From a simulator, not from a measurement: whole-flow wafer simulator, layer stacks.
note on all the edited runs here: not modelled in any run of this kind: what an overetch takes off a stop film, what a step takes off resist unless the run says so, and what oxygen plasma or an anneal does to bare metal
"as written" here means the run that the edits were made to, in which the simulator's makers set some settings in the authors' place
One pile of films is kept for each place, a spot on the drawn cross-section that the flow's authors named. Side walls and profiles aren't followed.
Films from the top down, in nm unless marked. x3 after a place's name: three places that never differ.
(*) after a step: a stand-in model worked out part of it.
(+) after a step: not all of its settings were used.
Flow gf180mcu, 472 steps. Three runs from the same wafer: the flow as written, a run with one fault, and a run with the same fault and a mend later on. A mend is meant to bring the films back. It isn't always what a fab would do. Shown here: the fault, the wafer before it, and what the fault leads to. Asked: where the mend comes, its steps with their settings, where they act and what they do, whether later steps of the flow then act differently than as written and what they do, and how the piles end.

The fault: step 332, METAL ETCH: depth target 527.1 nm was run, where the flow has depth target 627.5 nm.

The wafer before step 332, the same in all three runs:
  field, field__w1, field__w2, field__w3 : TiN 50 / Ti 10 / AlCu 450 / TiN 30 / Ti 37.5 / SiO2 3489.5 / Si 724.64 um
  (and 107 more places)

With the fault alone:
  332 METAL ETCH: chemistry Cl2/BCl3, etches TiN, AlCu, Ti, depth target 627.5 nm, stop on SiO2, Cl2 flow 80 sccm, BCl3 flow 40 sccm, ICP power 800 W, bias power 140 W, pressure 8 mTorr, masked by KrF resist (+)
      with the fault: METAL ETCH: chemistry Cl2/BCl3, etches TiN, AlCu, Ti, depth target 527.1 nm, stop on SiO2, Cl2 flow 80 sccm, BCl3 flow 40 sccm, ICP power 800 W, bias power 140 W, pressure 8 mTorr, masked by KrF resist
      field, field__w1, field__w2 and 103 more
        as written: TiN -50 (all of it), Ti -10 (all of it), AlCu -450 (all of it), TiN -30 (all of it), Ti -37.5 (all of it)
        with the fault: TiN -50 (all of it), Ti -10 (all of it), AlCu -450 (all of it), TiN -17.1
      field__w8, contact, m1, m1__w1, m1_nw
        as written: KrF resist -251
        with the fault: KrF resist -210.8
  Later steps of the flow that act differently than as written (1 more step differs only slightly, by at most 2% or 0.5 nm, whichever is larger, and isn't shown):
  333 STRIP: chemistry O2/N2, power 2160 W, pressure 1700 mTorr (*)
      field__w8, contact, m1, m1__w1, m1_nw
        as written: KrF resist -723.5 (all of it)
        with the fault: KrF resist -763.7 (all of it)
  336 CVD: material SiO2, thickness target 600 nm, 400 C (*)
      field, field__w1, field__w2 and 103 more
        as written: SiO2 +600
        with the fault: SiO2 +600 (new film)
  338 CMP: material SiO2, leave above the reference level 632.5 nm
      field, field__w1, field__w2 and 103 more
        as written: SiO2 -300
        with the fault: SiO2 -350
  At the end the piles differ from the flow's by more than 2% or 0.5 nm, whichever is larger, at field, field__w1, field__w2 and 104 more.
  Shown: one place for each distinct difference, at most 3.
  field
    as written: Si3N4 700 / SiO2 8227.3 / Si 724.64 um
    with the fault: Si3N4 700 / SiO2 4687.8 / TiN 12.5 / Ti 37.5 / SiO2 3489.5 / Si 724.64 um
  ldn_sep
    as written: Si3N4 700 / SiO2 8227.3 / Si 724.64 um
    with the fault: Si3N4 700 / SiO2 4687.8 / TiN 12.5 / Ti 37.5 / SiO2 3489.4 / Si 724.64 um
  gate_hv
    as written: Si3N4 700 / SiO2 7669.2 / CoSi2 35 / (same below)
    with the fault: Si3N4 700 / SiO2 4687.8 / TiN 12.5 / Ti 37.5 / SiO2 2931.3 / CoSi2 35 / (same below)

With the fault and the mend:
  The mend comes after step 332.
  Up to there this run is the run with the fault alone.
  332a METAL ETCH: chemistry Cl2/BCl3, etches TiN, AlCu, Ti, depth target 100.4 nm, stop on SiO2, Cl2 flow 80 sccm, BCl3 flow 40 sccm, ICP power 800 W, bias power 140 W, pressure 8 mTorr, masked by KrF resist (+) (the flow's step 332 once more, with other settings)
      field, field__w1, field__w2 and 103 more
        TiN -12.9 (all of it), Ti -37.5 (all of it)
      field__w8, contact, m1, m1__w1, m1_nw
        KrF resist -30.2
  No later step of the flow acts differently than as written, at any place that is followed, by more than 2% or 0.5 nm, whichever is larger.
  At the end the piles are the same as the flow's at every place that both follow.
